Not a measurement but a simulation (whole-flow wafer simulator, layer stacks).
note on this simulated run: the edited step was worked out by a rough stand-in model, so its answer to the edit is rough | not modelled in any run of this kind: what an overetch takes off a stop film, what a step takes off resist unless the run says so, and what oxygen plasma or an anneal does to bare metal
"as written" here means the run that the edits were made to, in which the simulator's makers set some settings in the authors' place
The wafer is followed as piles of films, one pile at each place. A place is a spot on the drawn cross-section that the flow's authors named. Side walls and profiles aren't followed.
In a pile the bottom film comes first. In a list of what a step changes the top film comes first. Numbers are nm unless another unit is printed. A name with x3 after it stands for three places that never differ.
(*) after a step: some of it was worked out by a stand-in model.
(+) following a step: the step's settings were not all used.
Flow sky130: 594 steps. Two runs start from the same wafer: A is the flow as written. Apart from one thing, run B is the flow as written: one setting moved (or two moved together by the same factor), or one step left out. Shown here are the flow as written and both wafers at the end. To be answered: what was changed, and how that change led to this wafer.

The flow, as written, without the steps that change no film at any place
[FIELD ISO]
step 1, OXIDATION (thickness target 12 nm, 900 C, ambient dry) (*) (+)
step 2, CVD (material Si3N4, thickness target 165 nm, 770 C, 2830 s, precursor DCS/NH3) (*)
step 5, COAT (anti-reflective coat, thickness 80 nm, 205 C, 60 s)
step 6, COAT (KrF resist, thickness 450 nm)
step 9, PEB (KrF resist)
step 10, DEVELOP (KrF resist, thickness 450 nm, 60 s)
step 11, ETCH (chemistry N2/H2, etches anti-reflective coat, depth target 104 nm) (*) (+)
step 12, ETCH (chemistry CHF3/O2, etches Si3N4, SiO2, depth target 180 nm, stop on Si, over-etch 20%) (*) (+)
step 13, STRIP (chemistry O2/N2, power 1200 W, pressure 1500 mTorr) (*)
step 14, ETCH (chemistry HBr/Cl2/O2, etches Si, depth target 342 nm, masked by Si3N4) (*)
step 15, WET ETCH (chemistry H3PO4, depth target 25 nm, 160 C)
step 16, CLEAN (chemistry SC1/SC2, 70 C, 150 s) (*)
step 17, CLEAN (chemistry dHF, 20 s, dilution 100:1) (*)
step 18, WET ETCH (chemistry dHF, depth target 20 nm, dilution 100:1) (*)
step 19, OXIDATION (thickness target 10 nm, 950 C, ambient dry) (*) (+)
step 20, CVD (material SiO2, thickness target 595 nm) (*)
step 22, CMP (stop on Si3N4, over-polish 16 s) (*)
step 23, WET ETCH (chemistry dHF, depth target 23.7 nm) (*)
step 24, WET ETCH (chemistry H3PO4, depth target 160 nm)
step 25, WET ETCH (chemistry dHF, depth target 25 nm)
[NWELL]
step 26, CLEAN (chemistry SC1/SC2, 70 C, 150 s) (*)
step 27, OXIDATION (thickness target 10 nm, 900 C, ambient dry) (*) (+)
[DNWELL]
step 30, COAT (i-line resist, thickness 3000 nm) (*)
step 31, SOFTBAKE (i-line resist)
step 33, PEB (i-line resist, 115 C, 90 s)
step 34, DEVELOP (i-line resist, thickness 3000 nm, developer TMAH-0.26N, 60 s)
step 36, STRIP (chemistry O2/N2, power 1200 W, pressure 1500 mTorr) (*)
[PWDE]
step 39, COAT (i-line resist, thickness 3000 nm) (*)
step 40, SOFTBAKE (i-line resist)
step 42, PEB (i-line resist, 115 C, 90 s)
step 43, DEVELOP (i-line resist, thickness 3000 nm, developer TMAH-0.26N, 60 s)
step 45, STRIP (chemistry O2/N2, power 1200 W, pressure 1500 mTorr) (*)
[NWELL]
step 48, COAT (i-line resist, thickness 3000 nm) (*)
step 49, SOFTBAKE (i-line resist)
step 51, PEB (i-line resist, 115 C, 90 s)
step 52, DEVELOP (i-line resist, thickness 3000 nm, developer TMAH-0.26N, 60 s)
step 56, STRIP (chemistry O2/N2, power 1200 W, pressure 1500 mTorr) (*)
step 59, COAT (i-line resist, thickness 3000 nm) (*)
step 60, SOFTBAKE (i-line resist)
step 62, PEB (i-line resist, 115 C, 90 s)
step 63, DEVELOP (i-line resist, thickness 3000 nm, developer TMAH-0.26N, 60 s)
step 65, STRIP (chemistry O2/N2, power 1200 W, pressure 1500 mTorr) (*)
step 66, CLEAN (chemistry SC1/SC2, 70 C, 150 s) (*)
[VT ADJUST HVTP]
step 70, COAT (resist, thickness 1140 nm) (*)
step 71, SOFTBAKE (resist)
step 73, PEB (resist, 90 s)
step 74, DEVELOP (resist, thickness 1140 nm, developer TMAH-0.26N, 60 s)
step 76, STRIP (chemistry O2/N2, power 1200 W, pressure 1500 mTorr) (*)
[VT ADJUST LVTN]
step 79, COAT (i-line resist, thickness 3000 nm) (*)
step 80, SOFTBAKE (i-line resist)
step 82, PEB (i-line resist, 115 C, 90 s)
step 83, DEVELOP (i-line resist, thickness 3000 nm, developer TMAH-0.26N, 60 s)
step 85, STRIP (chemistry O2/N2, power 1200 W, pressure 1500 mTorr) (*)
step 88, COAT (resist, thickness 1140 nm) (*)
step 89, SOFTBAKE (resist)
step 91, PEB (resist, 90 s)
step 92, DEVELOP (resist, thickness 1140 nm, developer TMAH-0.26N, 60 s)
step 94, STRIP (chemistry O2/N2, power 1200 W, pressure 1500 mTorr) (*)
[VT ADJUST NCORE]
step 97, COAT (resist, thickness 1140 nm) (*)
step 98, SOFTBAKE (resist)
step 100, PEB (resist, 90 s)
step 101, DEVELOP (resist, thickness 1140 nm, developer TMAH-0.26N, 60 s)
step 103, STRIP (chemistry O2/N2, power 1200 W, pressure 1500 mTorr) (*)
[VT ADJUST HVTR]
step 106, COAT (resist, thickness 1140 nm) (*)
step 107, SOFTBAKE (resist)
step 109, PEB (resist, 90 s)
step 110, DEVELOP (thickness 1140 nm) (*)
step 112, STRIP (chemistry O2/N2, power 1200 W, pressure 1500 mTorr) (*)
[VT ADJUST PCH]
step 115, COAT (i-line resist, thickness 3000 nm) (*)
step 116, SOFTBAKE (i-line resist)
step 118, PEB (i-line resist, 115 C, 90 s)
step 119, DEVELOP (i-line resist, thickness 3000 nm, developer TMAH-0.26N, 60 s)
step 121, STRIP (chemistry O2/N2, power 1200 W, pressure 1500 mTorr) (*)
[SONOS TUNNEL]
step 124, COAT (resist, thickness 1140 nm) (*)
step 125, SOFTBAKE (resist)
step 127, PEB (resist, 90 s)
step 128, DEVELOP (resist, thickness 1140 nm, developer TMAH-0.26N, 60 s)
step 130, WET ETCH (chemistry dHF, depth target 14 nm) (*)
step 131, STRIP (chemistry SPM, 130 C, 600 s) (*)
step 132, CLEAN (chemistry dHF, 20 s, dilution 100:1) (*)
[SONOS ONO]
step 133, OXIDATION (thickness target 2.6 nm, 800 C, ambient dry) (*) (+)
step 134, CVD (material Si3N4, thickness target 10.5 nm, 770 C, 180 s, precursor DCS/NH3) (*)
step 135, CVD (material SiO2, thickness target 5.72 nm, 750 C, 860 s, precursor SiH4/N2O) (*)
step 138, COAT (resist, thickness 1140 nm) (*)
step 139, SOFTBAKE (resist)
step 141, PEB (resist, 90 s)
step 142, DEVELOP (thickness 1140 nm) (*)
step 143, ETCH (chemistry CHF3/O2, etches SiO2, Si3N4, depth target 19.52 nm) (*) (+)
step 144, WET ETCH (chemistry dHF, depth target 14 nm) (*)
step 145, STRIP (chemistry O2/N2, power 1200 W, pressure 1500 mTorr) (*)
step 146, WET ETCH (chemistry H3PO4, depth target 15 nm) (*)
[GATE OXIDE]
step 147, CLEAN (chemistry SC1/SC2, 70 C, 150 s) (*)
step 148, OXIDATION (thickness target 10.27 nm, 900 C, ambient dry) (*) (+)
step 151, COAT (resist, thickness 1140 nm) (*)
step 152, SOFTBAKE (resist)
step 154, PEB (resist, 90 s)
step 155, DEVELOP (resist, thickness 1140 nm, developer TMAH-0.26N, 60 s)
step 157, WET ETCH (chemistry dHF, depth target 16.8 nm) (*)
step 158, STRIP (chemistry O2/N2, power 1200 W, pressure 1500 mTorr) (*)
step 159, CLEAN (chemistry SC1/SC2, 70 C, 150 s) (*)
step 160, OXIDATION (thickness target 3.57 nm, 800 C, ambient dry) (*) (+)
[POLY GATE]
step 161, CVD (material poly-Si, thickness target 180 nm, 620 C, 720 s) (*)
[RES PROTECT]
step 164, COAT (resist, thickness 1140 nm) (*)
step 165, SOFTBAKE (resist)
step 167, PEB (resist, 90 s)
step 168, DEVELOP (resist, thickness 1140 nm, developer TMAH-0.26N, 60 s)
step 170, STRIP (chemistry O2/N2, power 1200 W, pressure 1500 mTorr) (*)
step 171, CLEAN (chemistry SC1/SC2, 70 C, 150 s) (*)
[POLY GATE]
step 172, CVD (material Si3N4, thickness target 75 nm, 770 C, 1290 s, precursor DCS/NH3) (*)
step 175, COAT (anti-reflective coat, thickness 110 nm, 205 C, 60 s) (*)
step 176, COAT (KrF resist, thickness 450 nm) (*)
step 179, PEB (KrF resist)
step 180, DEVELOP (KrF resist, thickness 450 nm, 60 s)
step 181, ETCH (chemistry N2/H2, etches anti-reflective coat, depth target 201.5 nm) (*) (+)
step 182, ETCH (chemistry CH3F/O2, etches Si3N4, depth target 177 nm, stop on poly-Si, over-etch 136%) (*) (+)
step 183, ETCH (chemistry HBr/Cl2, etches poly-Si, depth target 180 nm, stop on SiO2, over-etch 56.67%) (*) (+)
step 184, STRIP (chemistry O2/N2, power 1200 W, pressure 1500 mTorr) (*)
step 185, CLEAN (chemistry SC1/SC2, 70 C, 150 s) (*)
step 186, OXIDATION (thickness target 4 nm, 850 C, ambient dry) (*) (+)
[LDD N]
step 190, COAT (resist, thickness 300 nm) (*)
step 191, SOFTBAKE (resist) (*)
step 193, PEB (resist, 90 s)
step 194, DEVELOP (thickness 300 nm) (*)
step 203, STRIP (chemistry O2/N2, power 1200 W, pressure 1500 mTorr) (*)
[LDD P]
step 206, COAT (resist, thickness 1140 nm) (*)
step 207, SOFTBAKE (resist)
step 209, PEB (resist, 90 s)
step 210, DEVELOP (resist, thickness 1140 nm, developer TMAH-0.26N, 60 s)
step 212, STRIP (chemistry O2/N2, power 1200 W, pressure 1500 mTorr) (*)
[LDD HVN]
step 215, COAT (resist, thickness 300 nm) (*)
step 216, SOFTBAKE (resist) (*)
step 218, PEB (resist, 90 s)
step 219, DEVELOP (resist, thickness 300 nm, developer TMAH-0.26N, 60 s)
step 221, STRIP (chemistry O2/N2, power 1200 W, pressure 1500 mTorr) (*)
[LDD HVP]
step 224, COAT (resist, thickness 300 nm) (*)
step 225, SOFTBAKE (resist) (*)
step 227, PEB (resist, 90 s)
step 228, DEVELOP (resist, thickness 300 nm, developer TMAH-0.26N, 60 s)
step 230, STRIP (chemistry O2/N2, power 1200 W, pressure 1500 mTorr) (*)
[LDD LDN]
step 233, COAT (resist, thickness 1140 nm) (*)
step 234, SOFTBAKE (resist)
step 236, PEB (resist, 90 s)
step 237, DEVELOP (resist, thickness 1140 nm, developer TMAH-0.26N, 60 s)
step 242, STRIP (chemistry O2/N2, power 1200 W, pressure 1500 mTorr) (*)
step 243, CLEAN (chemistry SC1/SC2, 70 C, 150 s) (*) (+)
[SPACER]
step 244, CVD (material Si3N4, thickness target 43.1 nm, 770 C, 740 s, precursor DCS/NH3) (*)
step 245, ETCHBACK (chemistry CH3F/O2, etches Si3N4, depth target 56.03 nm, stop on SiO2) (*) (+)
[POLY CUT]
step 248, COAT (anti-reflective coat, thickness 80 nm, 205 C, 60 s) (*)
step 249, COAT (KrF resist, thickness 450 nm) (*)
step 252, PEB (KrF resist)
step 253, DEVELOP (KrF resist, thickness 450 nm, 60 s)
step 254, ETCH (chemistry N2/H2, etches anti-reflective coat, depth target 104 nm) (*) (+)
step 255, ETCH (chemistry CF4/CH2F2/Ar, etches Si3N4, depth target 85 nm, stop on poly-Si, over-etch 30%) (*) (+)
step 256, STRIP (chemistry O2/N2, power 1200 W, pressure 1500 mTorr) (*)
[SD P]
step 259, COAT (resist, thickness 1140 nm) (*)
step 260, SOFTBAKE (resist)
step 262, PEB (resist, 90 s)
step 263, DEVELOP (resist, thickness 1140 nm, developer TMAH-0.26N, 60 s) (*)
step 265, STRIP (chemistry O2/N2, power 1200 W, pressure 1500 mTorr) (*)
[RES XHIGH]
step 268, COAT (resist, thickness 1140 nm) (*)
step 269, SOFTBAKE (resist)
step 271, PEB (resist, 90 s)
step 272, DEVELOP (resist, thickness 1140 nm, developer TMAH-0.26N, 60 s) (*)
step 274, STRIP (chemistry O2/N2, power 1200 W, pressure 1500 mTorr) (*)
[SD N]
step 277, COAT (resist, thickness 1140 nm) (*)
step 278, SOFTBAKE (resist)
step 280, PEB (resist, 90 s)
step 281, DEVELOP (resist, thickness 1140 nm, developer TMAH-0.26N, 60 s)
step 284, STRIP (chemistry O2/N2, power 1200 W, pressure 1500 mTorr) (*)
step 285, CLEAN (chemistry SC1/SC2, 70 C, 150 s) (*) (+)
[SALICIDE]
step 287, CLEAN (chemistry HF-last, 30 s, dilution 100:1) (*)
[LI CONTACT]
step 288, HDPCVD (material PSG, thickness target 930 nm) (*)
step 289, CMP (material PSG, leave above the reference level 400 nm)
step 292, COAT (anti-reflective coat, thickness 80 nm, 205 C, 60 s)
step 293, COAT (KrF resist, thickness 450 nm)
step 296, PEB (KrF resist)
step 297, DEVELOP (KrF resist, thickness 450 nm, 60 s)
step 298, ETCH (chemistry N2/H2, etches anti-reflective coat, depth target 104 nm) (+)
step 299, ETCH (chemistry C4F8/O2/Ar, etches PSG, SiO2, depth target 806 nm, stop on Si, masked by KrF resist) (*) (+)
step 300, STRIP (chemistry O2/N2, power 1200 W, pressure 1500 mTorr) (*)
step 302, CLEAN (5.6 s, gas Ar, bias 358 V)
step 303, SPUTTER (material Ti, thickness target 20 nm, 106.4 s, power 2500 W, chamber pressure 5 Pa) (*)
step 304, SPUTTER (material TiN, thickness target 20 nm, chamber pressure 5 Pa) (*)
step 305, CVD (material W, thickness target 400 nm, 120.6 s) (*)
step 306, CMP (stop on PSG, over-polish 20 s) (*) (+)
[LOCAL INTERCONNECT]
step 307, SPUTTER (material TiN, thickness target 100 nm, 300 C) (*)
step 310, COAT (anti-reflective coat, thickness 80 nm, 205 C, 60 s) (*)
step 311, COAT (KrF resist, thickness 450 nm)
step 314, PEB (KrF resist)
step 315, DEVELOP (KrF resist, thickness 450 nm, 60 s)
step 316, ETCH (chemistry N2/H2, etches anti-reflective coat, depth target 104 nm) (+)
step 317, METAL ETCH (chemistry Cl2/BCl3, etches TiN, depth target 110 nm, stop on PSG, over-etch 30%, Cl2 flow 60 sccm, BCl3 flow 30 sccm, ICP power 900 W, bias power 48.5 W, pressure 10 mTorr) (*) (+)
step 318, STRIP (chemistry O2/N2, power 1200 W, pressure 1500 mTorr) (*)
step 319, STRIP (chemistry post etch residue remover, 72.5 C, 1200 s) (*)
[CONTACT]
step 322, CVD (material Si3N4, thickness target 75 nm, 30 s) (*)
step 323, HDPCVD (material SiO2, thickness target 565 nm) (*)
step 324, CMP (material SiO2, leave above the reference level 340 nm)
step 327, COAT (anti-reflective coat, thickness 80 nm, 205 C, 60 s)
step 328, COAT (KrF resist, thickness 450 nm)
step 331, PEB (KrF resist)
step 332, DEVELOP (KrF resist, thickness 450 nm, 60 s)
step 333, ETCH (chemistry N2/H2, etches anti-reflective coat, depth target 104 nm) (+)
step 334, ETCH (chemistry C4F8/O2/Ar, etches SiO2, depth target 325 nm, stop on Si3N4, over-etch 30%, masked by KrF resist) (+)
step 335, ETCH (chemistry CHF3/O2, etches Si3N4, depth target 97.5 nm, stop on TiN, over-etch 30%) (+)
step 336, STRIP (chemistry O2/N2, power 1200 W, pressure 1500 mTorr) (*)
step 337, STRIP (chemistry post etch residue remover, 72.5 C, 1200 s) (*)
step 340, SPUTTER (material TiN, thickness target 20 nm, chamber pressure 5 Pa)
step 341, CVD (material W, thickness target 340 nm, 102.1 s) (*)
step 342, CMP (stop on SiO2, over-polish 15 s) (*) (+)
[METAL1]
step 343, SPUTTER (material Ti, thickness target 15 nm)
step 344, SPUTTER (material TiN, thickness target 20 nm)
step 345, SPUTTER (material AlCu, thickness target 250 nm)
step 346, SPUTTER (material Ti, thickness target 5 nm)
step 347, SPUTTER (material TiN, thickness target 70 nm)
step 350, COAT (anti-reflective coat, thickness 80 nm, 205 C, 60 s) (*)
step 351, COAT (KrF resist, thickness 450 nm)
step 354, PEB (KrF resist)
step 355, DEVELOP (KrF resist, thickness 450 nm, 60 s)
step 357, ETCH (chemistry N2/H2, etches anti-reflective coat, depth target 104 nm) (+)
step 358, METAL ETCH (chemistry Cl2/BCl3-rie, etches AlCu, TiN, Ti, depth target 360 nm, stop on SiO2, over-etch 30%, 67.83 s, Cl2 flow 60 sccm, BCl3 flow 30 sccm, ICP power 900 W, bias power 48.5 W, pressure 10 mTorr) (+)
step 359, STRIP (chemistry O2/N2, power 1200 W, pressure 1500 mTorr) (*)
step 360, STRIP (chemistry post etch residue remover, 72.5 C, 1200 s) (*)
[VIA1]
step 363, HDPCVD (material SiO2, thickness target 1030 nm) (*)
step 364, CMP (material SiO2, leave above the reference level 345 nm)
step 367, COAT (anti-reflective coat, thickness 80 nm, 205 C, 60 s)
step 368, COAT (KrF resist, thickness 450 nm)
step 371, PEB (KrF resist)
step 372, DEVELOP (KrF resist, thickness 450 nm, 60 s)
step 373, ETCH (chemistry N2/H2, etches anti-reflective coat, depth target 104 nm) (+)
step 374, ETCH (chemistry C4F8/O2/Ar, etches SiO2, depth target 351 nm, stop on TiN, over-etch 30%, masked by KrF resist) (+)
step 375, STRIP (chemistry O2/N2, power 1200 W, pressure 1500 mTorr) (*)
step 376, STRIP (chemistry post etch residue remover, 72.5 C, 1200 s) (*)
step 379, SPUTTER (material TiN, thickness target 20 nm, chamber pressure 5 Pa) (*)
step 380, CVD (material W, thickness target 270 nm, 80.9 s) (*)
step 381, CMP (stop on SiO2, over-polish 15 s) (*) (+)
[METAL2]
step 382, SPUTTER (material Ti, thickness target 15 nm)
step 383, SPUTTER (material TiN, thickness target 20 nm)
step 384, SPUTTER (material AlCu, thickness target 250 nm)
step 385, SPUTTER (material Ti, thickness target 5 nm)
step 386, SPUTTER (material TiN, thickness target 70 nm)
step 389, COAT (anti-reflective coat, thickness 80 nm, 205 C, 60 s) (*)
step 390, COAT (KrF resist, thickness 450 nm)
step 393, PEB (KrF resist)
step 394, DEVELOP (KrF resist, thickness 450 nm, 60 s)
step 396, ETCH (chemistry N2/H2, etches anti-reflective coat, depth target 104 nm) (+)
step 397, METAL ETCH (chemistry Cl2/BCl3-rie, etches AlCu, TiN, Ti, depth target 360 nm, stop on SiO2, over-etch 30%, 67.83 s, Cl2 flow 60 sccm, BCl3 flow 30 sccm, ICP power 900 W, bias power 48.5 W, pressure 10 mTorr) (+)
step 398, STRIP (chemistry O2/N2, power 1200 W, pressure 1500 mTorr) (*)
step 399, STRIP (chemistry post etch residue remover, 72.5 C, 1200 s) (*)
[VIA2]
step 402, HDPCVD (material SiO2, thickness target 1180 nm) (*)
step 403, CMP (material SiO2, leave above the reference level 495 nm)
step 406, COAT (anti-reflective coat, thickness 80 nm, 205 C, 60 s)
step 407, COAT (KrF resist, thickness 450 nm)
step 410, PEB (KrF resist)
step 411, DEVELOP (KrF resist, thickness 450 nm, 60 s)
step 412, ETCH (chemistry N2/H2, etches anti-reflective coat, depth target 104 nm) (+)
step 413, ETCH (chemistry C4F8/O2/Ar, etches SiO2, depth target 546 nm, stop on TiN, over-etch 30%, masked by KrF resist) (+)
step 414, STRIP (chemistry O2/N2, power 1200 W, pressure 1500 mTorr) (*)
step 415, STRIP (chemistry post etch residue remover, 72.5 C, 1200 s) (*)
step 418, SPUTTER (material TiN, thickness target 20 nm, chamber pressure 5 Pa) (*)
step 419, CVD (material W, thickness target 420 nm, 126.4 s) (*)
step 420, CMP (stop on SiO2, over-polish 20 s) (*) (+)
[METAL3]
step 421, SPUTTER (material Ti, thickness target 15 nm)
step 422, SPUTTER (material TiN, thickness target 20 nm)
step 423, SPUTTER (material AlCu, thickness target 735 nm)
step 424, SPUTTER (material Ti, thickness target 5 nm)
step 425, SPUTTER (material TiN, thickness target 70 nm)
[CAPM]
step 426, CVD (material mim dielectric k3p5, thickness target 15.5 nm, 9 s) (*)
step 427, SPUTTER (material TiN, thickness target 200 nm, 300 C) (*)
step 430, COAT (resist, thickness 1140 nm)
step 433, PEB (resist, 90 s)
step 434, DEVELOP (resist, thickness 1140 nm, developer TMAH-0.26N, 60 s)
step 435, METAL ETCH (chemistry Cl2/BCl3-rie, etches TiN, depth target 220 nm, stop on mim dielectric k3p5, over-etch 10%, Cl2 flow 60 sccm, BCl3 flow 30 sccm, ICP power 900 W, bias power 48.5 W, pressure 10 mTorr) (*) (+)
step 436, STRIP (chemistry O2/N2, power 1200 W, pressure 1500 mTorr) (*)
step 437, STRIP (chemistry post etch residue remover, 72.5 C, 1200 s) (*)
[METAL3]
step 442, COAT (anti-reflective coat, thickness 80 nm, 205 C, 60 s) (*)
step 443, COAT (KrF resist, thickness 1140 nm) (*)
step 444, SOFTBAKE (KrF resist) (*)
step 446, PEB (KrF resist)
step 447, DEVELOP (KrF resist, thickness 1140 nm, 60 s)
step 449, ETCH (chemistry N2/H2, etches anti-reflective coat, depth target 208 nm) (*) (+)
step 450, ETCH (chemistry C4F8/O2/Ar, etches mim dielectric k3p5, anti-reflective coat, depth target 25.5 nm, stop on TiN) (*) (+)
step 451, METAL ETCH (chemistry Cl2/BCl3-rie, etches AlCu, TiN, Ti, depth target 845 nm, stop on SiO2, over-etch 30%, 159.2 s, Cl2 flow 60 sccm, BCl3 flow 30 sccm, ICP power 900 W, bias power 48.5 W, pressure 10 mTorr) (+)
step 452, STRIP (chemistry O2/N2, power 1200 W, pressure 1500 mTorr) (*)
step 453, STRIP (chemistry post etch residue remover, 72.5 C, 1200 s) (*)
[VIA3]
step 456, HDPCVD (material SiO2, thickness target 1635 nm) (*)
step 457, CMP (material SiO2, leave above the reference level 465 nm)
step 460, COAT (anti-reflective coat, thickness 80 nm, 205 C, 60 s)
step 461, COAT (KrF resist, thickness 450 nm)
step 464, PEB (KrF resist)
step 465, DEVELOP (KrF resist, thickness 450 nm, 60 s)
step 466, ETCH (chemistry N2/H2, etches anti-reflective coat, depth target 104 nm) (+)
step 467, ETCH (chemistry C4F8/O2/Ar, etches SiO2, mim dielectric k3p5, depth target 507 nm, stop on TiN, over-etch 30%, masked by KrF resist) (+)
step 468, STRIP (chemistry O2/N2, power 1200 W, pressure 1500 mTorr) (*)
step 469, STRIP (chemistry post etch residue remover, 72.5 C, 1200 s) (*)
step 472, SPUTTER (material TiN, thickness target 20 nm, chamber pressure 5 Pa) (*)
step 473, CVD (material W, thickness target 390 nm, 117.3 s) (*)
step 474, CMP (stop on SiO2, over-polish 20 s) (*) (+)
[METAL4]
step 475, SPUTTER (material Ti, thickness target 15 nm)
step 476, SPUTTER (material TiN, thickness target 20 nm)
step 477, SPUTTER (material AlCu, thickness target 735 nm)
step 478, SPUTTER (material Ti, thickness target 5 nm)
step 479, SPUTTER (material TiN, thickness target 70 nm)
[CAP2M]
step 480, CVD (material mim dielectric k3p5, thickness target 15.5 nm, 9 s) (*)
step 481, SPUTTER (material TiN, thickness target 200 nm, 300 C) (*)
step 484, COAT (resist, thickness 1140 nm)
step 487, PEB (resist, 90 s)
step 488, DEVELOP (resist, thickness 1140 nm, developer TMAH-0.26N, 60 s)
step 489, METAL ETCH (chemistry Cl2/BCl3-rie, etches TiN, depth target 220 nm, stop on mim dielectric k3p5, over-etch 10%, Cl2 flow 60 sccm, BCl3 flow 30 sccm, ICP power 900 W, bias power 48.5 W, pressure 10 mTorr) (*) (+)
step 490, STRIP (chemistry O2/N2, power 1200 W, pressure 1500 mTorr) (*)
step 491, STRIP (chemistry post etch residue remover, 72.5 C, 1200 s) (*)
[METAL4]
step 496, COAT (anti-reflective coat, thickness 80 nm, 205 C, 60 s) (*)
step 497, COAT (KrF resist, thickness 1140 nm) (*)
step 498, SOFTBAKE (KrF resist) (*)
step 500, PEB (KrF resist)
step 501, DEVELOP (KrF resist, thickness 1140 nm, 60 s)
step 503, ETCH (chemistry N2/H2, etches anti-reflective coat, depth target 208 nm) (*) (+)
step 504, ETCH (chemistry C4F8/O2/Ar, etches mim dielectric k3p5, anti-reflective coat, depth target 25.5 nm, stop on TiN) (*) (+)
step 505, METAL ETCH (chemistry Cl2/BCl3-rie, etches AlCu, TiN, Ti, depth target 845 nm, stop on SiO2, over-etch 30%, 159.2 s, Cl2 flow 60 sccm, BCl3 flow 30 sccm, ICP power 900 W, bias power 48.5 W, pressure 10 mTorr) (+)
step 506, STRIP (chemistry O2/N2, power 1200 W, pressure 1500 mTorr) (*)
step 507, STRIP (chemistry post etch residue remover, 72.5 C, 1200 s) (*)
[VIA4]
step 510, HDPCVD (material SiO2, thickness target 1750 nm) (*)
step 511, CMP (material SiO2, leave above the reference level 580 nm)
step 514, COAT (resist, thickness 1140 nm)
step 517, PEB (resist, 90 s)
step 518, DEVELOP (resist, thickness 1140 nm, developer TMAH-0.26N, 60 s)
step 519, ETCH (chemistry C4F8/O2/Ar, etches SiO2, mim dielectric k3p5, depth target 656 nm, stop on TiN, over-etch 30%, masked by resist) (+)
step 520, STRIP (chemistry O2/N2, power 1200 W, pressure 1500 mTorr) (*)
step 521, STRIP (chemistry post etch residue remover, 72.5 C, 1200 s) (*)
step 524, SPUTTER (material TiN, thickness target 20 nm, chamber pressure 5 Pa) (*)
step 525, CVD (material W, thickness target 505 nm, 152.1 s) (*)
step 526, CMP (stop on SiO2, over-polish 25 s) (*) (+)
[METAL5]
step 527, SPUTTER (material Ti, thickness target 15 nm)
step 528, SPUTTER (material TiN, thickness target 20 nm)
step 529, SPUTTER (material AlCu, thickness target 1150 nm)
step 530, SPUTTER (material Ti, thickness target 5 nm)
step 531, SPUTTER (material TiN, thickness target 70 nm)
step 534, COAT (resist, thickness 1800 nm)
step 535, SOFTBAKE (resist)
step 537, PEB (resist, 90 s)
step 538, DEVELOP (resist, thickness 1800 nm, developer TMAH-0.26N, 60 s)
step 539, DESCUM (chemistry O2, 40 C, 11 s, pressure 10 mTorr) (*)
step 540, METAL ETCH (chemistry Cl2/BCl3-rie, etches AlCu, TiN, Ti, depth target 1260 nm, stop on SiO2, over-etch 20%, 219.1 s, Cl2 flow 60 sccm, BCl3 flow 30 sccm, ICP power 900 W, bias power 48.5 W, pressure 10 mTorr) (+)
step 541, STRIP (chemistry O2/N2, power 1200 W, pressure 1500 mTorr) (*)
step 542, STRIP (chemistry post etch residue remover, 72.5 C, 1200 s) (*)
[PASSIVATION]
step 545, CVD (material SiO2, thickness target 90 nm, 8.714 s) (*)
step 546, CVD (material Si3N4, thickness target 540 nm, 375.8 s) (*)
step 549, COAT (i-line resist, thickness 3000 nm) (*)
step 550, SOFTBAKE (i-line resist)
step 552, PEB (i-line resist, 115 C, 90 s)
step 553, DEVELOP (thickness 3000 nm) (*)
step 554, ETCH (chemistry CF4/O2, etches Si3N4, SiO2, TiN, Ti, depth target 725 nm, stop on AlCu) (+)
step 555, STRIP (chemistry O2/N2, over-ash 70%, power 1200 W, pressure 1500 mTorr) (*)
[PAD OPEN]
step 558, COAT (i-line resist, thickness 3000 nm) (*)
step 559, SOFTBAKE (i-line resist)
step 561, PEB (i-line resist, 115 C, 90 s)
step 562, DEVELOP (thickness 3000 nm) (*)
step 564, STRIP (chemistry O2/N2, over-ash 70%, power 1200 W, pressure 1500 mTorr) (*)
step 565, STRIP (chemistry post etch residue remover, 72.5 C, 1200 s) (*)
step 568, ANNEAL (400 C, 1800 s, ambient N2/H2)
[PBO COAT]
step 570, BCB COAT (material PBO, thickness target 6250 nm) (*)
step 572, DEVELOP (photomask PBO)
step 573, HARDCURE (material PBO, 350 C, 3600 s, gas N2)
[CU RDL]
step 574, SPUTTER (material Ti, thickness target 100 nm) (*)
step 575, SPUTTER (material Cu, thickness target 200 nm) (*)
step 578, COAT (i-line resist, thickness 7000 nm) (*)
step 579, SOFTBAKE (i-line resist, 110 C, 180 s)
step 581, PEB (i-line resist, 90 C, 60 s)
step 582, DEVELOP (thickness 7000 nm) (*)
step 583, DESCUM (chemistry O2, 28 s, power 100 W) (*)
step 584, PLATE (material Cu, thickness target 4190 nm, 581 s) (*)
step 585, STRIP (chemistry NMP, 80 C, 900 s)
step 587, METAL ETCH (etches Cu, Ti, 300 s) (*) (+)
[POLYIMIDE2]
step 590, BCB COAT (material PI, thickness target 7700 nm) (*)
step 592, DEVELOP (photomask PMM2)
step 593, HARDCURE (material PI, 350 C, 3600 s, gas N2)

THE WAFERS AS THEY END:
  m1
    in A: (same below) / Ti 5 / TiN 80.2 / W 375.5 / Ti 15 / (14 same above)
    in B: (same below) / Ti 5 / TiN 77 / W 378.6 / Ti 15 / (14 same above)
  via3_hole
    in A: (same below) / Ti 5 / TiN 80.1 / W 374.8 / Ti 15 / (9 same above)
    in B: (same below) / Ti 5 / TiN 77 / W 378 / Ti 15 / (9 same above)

What caused this: step 472, SPUTTER: thickness target 14 nm was run, while the flow as written has thickness target 20 nm.

The path from the change to this, step by step:
  step 472, SPUTTER (material TiN, thickness target 20 nm, chamber pressure 5 Pa) (*)
      field, active, n_well and 187 more: A TiN gains 20 (new film) | B TiN gains 14 (new film)
      m1, via3_hole: A TiN gains 10.6 | B TiN gains 7.41
  step 474, CMP (stop on SiO2, over-polish 20 s) (*) (+)
      field, active, n_well and 187 more: A W loses 390 (all of it), TiN loses 20 (all of it), SiO2 loses 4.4 | B W loses 390 (all of it), TiN loses 14 (all of it), SiO2 loses 4.4
